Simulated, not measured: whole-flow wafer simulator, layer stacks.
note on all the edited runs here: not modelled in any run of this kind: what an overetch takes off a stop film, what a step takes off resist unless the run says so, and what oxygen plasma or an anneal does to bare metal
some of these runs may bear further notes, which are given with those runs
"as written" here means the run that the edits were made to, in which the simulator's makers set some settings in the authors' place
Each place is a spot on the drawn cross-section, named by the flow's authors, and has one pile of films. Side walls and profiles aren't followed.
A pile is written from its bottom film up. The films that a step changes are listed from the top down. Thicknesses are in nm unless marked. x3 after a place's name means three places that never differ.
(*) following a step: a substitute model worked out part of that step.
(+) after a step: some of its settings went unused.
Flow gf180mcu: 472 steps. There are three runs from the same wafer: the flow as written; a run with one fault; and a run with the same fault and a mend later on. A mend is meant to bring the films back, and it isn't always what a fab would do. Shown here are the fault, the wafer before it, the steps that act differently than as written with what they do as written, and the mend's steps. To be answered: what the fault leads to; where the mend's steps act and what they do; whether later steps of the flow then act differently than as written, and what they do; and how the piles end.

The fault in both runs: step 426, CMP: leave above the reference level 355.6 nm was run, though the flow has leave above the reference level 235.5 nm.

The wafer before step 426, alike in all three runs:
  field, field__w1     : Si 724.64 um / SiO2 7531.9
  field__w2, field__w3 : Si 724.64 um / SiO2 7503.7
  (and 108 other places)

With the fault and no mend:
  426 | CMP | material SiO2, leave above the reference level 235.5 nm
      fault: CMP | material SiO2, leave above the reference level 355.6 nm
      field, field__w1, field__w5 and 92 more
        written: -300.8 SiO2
        fault: -180.7 SiO2
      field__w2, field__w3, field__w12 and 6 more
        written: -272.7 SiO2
        fault: -152.6 SiO2
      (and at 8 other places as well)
  Steps later in the flow that act otherwise than as written (not shown: 1 more step that differs only slightly, by at most 2% or 0.5 nm, whichever is larger):
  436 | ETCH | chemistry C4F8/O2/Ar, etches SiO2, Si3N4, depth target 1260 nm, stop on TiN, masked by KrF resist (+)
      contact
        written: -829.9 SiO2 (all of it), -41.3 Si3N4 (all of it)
        fault: -950 SiO2 (all of it), -41.3 Si3N4 (all of it)
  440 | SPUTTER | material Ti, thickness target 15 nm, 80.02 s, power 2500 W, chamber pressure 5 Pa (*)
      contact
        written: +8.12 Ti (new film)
        fault: +7.58 Ti (new film)
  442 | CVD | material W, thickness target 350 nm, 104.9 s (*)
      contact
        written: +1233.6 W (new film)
        fault: +1354.6 W (new film)
  The piles end different from the flow's at field__w4, field__w8, contact, m1, m1__w1, mim, mim_1p0, m1_nw by more than 2% or 0.5 nm, whichever is larger.
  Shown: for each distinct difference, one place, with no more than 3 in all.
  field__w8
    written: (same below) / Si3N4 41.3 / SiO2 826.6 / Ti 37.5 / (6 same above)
    fault: (same below) / Si3N4 41.3 / SiO2 946.7 / Ti 37.5 / (6 same above)
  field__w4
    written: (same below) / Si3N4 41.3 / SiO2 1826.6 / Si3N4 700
    fault: (same below) / Si3N4 41.3 / SiO2 1946.7 / Si3N4 700
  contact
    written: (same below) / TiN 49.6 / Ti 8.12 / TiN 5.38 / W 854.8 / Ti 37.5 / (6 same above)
    fault: (same below) / TiN 49.6 / Ti 7.58 / TiN 5.02 / W 975.8 / Ti 37.5 / (6 same above)

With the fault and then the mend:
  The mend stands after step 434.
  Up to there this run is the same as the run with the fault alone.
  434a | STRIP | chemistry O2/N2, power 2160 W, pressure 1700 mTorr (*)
      field, field__w1, field__w2 and 108 more
        -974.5 KrF resist (all of it), -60 anti-reflective coat (all of it)
      contact
        -60 anti-reflective coat (all of it)
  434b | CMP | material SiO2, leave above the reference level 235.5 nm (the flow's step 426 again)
      field, field__w1, field__w2 and 109 more
        -120.1 SiO2
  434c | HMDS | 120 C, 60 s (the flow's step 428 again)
      leaves every film unchanged at each place that is followed
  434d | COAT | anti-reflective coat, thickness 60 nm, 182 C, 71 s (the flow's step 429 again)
      field, field__w1, field__w2 and 109 more
        +60 anti-reflective coat (new film)
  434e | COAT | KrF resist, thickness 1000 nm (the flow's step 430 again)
      field, field__w1, field__w2 and 109 more
        +1000 KrF resist (new film)
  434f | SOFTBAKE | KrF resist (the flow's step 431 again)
      leaves every film unchanged at each place that is followed
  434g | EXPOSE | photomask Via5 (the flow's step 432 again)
      leaves every film unchanged at each place that is followed
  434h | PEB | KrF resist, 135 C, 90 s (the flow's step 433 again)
      field, field__w1, field__w2 and 109 more
        -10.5 KrF resist
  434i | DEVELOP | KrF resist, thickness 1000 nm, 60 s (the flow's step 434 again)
      field, field__w1, field__w2 and 108 more
        -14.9 KrF resist
      contact
        -989.5 KrF resist (all of it)
  Later steps of the flow that are run all act as written at every place that is followed.
  The piles end the same as the flow's at every place that both follow.
